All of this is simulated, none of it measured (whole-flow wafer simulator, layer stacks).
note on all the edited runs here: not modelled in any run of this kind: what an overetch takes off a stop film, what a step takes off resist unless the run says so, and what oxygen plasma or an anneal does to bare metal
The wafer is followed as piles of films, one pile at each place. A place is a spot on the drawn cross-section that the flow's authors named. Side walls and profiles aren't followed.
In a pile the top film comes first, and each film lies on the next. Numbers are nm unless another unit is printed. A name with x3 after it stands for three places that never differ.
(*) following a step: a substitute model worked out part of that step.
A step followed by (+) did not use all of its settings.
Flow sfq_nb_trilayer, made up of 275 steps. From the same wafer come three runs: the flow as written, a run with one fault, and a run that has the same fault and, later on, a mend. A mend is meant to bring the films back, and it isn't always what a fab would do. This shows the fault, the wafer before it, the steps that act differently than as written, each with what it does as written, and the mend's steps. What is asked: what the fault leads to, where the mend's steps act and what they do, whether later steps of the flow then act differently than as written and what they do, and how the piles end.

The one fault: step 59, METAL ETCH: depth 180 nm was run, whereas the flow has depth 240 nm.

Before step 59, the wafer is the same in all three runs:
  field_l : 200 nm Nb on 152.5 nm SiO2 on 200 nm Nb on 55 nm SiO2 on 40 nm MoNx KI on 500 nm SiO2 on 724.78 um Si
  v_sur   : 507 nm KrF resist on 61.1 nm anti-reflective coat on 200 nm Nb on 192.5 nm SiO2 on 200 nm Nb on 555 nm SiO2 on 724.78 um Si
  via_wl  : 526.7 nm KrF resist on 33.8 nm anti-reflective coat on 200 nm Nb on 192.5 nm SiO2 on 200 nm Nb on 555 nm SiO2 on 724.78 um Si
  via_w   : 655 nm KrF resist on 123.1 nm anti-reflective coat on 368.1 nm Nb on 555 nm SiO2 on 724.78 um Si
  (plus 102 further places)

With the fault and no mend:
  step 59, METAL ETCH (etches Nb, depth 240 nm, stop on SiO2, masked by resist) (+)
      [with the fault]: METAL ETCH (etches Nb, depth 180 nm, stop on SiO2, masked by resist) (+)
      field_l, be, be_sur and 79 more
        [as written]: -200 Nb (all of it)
        [with the fault]: -180 Nb
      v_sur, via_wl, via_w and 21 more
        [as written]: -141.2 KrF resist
        [with the fault]: -105.9 KrF resist
  Steps later in the flow that act otherwise than as written:
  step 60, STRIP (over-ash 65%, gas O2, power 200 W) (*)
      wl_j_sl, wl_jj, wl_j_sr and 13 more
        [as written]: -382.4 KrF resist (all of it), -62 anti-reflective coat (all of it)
        [with the fault]: -417.7 KrF resist (all of it), -62 anti-reflective coat (all of it)
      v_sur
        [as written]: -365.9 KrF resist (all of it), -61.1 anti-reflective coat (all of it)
        [with the fault]: -401.2 KrF resist (all of it), -61.1 anti-reflective coat (all of it)
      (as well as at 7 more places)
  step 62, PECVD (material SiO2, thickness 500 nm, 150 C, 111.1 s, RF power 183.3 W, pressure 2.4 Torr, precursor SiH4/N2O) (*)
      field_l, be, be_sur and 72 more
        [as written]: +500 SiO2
        [with the fault]: +500 SiO2 (new film)
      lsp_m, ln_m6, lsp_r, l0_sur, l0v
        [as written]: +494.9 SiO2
        [with the fault]: +500 SiO2 (new film)
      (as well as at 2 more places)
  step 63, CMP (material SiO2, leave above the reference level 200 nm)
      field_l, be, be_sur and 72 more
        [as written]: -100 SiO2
        [with the fault]: -120 SiO2
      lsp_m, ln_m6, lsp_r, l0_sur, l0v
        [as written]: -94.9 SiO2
        [with the fault]: -120 SiO2
  The piles end different from the flow's at field_l, be, be_sur and 79 more by more than 2% or 0.5 nm, whichever is larger.
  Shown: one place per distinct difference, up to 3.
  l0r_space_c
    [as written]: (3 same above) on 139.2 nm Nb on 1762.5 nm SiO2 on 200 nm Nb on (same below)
    [with the fault]: (3 same above) on 139.2 nm Nb on 1550 nm SiO2 on 20 nm Nb on 192.5 nm SiO2 on 200 nm Nb on (same below)
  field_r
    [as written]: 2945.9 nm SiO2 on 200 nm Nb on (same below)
    [with the fault]: 2733.4 nm SiO2 on 20 nm Nb on 192.5 nm SiO2 on 200 nm Nb on (same below)
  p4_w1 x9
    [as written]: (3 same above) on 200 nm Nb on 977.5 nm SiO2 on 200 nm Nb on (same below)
    [with the fault]: (3 same above) on 200 nm Nb on 765 nm SiO2 on 20 nm Nb on 192.5 nm SiO2 on 200 nm Nb on (same below)

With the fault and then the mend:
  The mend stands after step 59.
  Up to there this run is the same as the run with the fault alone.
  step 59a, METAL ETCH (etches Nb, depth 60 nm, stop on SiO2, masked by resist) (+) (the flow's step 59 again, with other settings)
      field_l, be, be_sur and 79 more
        -20 Nb (all of it)
      v_sur, via_wl, via_w and 21 more
        -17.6 KrF resist
  Steps later in the flow that act otherwise than as written:
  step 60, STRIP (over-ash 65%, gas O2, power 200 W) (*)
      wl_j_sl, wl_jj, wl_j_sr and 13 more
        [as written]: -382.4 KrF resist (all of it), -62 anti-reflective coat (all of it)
        [with the mend]: -400 KrF resist (all of it), -62 anti-reflective coat (all of it)
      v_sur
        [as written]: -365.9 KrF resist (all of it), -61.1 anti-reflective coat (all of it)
        [with the mend]: -383.5 KrF resist (all of it), -61.1 anti-reflective coat (all of it)
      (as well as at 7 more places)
  By the end, the piles equal the flow's at every place that both follow.
